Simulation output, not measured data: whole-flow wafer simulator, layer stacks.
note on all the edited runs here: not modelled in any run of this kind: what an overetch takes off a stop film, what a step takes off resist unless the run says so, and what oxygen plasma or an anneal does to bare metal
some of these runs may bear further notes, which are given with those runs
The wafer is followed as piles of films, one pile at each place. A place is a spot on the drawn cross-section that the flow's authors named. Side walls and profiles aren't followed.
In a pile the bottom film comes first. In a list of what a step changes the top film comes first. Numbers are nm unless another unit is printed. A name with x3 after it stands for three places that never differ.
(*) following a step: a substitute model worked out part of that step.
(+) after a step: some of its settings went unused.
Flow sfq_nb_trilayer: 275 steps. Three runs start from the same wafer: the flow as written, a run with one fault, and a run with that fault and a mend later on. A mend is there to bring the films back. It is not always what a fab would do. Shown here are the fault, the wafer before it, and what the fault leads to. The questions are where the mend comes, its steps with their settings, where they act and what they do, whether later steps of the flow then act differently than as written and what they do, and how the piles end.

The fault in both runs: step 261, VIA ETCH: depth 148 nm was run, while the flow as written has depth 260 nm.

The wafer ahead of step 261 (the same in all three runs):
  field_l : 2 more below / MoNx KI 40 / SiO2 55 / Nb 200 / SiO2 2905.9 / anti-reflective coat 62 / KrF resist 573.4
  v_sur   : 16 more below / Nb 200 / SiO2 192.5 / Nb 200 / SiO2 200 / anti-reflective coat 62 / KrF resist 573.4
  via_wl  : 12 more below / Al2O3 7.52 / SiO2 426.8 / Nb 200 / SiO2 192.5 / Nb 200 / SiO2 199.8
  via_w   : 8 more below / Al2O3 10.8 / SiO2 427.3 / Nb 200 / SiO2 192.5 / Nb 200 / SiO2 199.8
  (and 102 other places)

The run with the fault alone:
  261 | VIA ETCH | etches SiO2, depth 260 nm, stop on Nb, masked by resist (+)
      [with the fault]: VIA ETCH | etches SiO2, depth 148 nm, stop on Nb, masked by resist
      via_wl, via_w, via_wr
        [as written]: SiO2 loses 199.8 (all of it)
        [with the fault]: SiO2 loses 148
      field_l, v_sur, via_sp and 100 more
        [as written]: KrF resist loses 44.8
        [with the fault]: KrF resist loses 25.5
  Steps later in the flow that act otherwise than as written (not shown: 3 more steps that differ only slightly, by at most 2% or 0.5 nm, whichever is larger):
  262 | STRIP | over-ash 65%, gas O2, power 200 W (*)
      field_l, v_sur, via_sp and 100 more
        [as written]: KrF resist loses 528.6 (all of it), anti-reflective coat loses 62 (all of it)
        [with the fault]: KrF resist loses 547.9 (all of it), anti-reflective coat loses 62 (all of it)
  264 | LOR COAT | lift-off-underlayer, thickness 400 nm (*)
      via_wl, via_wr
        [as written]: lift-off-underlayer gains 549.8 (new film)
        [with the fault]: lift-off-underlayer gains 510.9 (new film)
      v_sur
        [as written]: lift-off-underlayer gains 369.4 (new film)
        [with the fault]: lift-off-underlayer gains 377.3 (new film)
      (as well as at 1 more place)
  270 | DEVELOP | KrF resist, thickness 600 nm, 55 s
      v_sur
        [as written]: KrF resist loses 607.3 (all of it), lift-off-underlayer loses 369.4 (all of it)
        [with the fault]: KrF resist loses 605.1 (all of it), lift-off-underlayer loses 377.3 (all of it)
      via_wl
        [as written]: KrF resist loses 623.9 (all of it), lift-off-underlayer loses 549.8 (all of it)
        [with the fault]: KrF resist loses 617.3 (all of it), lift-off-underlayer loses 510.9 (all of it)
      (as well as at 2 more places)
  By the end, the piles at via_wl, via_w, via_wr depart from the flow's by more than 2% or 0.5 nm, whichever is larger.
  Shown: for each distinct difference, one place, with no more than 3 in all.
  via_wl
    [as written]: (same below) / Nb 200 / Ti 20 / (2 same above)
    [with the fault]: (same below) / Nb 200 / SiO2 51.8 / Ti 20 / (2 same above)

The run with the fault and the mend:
  The mend stands after step 261.
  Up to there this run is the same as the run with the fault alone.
  261a | VIA ETCH | etches SiO2, depth 112 nm, stop on Nb, masked by resist (+) (the flow's step 261 again, with other settings)
      field_l, v_sur, via_sp and 100 more
        KrF resist loses 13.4
      via_wl, via_w, via_wr
        SiO2 loses 51.8 (all of it)
  None of the later steps of the flow differs from how it acts as written, at any place that is followed, by more than 2% or 0.5 nm, whichever is larger.
  The piles end the same as the flow's at every place that both follow.
